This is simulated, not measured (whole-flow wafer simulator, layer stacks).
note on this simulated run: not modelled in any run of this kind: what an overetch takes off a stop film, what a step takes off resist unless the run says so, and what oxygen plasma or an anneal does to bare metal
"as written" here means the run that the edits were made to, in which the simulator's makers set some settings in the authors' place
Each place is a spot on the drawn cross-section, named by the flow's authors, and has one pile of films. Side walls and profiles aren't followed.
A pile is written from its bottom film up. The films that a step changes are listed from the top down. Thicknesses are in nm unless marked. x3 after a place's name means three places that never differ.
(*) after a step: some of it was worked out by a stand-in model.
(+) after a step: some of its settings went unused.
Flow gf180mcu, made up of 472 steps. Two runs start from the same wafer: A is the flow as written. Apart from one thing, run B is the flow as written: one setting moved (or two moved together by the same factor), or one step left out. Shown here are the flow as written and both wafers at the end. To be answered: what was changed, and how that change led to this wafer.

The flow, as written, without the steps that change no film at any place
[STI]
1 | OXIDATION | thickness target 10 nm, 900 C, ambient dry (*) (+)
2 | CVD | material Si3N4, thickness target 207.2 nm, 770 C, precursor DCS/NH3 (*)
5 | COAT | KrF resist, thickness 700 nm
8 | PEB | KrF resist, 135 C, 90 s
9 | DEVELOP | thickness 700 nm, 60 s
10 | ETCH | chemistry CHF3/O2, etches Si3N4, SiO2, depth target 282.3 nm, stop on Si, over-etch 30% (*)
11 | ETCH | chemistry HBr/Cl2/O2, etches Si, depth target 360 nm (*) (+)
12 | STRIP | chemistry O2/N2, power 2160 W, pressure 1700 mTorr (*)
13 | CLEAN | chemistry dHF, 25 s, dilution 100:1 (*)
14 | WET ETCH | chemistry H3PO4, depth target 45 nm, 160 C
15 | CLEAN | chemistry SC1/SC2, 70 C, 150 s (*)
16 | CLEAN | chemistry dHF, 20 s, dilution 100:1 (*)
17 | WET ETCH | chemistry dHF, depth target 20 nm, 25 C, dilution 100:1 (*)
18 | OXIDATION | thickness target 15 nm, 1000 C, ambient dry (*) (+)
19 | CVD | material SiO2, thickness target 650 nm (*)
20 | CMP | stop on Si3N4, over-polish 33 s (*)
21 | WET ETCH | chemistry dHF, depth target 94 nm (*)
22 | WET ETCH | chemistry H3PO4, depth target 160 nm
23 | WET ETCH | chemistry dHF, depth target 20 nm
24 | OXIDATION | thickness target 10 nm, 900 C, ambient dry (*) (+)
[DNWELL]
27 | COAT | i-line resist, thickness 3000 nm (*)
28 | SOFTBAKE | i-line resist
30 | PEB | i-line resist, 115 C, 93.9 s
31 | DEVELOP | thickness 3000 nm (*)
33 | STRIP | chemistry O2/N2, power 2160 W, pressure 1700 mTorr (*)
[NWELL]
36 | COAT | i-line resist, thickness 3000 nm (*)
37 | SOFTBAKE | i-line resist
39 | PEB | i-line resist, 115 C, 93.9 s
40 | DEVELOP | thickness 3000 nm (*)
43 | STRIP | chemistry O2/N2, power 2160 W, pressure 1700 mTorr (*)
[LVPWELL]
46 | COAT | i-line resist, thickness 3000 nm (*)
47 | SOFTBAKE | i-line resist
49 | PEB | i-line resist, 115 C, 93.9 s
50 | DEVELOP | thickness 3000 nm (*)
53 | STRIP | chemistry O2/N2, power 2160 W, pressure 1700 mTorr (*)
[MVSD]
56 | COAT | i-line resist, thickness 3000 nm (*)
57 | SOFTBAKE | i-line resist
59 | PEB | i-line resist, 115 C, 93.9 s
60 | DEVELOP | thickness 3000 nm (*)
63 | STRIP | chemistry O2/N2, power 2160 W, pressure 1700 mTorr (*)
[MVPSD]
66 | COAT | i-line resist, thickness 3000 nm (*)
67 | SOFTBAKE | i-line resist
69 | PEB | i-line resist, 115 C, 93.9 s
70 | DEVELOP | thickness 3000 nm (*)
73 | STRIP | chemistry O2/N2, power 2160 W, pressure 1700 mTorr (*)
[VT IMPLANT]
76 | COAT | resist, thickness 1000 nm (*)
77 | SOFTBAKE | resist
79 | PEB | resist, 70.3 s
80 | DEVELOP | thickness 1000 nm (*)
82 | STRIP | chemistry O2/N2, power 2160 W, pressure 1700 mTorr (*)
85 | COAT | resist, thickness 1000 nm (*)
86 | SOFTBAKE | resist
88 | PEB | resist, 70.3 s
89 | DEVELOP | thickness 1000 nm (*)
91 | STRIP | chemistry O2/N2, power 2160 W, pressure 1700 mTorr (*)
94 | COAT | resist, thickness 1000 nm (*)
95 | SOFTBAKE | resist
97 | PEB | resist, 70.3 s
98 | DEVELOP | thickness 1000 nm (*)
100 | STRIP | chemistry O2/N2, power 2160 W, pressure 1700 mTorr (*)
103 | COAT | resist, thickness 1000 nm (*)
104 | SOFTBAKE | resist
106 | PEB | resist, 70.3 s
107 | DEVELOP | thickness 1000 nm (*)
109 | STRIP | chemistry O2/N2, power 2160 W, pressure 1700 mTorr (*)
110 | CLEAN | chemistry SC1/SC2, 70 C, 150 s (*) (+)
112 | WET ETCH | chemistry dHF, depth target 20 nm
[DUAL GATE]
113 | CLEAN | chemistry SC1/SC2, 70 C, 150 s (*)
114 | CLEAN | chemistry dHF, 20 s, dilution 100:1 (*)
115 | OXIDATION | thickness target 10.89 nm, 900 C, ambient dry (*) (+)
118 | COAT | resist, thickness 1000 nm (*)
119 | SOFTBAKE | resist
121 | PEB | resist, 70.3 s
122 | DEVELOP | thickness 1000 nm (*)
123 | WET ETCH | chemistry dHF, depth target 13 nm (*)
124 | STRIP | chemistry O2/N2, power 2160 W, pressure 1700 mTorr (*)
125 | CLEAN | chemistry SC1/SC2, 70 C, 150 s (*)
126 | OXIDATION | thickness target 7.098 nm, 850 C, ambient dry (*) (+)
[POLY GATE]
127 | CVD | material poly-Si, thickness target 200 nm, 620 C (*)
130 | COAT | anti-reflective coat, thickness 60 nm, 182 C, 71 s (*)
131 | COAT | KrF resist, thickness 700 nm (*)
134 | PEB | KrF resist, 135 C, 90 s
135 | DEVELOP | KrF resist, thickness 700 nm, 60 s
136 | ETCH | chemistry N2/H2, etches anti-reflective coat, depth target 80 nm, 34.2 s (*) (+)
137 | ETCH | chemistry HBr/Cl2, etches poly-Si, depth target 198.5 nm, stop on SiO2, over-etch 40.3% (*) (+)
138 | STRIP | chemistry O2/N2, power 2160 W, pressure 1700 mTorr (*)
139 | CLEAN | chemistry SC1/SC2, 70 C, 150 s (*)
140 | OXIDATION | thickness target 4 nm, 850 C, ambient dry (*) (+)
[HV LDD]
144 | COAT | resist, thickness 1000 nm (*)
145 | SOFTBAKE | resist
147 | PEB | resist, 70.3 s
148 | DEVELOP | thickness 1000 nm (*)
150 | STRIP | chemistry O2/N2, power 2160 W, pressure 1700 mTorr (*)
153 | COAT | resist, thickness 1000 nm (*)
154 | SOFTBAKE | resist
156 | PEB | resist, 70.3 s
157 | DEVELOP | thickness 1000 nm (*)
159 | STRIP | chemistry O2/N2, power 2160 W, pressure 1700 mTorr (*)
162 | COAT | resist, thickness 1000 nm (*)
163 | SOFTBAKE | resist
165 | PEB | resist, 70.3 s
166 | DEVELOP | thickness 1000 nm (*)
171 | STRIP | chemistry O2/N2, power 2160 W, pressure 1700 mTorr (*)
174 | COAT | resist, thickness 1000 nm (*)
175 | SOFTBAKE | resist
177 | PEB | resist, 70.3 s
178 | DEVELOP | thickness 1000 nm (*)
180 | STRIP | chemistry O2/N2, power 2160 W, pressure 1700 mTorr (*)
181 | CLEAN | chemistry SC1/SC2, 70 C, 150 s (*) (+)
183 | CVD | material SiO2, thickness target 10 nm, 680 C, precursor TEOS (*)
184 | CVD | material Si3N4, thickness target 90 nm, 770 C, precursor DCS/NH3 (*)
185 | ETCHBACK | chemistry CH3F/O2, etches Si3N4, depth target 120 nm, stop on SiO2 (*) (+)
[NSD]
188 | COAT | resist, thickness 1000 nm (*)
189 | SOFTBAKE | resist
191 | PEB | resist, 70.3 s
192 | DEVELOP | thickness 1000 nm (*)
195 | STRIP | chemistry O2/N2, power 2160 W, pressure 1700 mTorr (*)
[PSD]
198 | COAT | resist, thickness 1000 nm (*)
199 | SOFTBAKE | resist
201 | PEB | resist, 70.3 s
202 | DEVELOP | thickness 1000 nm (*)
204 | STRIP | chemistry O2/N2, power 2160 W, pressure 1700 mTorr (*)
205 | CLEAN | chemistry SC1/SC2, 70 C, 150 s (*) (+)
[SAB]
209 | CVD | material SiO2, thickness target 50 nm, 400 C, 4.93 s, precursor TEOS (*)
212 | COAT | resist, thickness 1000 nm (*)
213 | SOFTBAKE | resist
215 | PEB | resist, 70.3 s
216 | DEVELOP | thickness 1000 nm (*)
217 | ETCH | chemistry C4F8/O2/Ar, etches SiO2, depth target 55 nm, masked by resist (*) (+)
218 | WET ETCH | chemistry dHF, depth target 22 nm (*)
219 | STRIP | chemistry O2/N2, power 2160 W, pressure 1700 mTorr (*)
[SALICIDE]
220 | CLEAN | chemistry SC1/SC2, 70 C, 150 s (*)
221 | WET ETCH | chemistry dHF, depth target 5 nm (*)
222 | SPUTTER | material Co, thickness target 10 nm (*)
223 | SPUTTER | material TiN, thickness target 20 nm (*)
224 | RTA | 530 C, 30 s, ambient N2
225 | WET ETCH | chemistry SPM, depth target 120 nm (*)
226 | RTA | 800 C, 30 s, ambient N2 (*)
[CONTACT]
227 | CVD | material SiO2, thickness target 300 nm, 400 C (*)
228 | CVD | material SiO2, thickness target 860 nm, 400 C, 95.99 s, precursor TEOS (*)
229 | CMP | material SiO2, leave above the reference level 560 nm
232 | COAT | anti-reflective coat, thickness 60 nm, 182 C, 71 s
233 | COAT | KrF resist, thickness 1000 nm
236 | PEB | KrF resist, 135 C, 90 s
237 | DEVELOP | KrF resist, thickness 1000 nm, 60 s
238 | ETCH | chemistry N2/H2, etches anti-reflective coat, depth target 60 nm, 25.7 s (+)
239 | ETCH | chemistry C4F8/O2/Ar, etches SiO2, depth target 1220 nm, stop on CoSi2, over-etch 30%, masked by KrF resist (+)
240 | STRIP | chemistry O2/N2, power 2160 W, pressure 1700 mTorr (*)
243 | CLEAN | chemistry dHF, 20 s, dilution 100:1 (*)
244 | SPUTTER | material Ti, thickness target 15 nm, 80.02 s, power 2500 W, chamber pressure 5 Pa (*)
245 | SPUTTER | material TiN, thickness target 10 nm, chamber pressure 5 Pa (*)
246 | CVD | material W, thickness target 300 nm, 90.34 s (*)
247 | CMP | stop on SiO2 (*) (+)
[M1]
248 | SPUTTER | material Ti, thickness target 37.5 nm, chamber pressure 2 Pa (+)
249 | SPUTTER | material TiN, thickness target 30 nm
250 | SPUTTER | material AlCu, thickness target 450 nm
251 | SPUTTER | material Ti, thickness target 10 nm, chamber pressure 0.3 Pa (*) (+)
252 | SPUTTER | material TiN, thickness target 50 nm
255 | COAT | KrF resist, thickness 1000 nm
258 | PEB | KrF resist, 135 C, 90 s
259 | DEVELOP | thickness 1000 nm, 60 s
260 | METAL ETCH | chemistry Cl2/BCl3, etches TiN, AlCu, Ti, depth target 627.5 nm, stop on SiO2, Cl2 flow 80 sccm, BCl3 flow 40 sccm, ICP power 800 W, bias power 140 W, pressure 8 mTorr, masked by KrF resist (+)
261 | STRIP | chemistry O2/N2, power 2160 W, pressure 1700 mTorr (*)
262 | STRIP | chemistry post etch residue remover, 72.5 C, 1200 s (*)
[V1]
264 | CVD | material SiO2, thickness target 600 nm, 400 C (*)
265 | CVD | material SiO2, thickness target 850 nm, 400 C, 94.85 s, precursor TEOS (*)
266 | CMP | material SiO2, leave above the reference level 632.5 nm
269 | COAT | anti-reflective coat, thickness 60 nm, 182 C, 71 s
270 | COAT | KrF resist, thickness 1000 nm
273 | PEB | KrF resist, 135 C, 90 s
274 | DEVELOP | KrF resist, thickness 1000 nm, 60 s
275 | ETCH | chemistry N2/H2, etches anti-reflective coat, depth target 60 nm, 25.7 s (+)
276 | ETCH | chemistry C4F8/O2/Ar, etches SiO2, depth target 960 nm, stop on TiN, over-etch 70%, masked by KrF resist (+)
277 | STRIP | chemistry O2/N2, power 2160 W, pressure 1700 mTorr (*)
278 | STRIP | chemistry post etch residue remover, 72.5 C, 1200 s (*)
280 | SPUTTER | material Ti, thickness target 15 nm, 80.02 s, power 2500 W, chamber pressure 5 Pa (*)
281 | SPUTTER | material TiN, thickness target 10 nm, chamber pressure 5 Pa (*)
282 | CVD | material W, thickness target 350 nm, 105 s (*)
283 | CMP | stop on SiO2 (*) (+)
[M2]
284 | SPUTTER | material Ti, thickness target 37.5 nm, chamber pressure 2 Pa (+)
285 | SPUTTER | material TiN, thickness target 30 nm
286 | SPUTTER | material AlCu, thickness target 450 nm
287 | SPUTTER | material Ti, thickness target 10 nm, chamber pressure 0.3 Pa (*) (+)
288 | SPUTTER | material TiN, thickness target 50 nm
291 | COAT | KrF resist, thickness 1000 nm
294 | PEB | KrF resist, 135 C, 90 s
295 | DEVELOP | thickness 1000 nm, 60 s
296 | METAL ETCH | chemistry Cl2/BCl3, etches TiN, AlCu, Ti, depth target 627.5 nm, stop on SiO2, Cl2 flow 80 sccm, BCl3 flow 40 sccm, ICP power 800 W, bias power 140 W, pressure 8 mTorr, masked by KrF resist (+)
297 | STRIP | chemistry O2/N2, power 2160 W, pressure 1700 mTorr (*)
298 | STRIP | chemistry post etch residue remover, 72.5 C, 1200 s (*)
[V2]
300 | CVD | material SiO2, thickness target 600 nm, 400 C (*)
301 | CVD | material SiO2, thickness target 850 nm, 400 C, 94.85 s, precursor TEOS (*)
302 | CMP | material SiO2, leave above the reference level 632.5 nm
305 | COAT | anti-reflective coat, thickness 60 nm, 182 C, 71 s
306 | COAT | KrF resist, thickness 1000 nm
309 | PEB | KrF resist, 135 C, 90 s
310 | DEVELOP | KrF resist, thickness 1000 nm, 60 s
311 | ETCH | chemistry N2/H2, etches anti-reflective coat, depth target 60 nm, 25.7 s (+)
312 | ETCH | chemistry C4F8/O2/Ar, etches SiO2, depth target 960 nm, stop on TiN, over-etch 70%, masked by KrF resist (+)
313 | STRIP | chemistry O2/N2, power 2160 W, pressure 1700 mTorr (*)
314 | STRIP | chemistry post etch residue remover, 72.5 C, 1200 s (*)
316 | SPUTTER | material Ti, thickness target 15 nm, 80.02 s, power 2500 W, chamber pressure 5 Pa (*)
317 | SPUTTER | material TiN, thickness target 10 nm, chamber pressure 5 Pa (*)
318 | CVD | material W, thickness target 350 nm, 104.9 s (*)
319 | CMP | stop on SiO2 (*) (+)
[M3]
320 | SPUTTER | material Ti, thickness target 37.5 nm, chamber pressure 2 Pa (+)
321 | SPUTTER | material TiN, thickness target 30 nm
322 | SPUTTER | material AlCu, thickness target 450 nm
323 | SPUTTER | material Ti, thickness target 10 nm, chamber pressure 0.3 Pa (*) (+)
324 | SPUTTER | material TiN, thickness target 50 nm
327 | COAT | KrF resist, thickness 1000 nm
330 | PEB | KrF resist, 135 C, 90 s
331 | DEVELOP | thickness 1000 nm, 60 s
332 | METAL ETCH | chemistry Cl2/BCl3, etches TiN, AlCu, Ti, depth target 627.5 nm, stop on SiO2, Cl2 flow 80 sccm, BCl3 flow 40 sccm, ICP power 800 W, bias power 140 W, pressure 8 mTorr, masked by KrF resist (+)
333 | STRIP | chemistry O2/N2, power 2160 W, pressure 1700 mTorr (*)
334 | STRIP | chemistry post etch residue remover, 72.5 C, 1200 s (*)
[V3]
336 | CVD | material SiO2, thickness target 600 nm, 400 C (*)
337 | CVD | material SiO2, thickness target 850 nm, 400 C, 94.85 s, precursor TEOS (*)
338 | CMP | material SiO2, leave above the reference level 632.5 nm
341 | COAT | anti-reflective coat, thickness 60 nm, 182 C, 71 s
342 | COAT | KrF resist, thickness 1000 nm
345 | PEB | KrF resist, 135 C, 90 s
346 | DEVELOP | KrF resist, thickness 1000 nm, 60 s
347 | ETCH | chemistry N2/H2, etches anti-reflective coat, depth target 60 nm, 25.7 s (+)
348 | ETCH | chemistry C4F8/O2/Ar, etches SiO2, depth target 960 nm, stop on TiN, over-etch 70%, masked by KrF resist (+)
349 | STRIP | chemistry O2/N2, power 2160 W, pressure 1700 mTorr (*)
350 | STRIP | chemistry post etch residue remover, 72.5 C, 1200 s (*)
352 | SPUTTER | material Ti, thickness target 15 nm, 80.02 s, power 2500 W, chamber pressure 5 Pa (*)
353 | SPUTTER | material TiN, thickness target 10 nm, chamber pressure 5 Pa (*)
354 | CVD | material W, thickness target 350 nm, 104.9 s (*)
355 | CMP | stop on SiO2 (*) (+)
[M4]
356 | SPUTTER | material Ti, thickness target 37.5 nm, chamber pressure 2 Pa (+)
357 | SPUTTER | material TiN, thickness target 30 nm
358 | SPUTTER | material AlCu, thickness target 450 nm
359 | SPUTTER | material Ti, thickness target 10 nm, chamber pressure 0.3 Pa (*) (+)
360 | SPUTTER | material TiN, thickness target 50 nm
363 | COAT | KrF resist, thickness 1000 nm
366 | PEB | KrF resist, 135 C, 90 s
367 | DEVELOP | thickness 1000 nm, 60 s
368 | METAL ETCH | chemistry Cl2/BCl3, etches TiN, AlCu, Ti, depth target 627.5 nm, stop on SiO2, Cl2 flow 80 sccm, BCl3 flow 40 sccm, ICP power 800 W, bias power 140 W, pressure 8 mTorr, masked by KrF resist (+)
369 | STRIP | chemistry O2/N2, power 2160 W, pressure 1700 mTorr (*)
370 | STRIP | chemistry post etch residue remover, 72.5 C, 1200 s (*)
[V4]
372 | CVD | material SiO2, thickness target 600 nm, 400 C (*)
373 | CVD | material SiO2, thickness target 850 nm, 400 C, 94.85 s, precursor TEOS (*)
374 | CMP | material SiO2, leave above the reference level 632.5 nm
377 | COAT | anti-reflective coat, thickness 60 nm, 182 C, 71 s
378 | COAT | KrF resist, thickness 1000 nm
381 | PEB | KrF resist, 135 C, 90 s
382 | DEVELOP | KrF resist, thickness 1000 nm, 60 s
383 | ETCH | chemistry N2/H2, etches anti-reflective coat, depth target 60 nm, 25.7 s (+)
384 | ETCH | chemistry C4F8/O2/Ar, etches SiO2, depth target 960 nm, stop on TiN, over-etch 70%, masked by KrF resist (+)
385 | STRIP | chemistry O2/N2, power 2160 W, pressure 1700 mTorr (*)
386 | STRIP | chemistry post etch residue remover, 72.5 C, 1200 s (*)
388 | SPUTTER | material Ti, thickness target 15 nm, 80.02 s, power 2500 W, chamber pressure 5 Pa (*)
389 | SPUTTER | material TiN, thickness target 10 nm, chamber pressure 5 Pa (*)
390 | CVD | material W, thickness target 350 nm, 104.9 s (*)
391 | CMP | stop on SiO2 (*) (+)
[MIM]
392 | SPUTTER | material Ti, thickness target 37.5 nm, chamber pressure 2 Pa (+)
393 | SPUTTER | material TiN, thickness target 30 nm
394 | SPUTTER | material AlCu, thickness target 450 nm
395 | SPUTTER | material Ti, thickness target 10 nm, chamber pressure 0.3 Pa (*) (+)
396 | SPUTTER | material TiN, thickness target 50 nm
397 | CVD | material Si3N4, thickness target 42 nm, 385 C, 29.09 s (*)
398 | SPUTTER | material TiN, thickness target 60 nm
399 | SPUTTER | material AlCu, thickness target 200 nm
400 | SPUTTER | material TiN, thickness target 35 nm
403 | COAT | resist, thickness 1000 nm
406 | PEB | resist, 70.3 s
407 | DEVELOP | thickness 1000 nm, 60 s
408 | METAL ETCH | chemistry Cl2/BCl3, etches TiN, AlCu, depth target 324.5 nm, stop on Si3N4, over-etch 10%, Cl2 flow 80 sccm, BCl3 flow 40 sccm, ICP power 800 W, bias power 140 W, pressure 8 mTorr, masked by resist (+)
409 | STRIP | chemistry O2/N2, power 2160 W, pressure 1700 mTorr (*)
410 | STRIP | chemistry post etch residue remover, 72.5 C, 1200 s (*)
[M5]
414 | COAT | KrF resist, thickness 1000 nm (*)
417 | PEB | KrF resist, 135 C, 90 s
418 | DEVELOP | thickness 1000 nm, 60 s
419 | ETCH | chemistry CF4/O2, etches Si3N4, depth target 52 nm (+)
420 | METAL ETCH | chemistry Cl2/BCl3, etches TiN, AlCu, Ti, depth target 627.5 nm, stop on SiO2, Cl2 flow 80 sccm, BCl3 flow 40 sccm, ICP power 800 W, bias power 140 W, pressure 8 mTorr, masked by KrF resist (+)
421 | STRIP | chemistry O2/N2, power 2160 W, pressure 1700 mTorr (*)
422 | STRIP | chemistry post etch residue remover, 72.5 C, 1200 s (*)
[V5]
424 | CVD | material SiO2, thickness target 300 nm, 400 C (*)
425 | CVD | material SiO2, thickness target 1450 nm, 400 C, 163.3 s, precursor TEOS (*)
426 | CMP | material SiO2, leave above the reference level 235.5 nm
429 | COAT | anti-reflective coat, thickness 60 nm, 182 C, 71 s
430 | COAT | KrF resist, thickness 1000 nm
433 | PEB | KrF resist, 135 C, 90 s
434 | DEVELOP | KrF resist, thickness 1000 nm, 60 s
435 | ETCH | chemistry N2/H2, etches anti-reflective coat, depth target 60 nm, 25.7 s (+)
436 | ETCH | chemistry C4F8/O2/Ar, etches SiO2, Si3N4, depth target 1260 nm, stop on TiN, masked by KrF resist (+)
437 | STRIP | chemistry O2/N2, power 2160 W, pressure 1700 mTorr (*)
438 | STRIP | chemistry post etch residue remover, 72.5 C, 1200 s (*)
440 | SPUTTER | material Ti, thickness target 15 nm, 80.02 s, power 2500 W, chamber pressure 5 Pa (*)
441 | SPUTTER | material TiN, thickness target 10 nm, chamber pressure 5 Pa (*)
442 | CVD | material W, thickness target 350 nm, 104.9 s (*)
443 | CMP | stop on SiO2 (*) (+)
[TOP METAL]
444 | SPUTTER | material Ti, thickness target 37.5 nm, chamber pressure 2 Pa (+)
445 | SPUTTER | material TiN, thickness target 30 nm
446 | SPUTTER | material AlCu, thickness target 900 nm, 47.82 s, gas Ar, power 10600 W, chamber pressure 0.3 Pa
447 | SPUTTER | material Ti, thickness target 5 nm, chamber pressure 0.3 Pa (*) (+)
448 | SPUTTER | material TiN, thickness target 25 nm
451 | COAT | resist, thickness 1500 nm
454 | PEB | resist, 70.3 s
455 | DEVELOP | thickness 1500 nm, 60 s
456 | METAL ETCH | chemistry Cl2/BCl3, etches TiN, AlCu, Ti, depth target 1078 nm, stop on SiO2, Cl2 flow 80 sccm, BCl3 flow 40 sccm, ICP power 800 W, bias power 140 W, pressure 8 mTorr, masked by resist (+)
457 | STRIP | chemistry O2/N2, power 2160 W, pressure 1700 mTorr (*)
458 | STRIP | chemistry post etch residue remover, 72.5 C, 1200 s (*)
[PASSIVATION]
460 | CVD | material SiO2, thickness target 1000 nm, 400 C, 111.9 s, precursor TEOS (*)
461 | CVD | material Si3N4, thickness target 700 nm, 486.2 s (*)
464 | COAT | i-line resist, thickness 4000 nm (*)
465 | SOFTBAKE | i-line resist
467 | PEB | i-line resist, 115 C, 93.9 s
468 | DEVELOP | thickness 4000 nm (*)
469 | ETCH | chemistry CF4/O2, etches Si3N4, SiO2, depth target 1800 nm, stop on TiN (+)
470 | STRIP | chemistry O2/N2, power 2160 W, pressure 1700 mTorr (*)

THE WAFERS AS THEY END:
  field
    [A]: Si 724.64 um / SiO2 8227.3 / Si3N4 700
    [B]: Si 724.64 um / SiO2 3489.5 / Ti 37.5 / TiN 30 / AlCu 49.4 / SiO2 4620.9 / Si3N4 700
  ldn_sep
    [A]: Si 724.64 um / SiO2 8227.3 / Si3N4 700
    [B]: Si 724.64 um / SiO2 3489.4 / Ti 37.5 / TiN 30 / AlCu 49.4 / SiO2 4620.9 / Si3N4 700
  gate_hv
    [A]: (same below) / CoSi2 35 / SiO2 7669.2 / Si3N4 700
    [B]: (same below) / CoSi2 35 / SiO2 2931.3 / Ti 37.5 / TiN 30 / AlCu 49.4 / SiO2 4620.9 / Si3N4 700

Cause: step 332, METAL ETCH: depth target 454.9 nm was run, while the flow as written has depth target 627.5 nm.

How this came from the change, step by step:
  332 | METAL ETCH | chemistry Cl2/BCl3, etches TiN, AlCu, Ti, depth target 627.5 nm, stop on SiO2, Cl2 flow 80 sccm, BCl3 flow 40 sccm, ICP power 800 W, bias power 140 W, pressure 8 mTorr, masked by KrF resist (+)
      field, field__w1, field__w2 and 103 more: A TiN loses 50 (all of it), Ti loses 10 (all of it), AlCu loses 450 (all of it), TiN loses 30 (all of it), Ti loses 37.5 (all of it) | B TiN loses 50 (all of it), Ti loses 10 (all of it), AlCu loses 394.9
      field__w8, contact, m1, m1__w1, m1_nw: A KrF resist loses 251 | B KrF resist loses 182
  333 | STRIP | chemistry O2/N2, power 2160 W, pressure 1700 mTorr (*)
      field__w8, contact, m1, m1__w1, m1_nw: A KrF resist loses 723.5 (all of it) | B KrF resist loses 792.6 (all of it)
  334 | STRIP | chemistry post etch residue remover, 72.5 C, 1200 s (*)
      field, field__w1, field__w2 and 103 more: A nothing | B AlCu loses 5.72
  336 | CVD | material SiO2, thickness target 600 nm, 400 C (*)
      field, field__w1, field__w2 and 103 more: A SiO2 gains 600 | B SiO2 gains 600 (new film)
  338 | CMP | material SiO2, leave above the reference level 632.5 nm
      field, field__w1, field__w2 and 103 more: A SiO2 loses 300 | B SiO2 loses 416.9
With metal films that touch counted as one body, field has 1 body; the flow as written gives 0 bodies.
With metal films that touch counted as one body, ldn_sep has 1 body; the flow as written gives 0 bodies.
With metal films that touch counted as one body, gate_hv has 2 bodies (between them, from the top down: SiO2 2931.3); the flow as written gives 1 body.
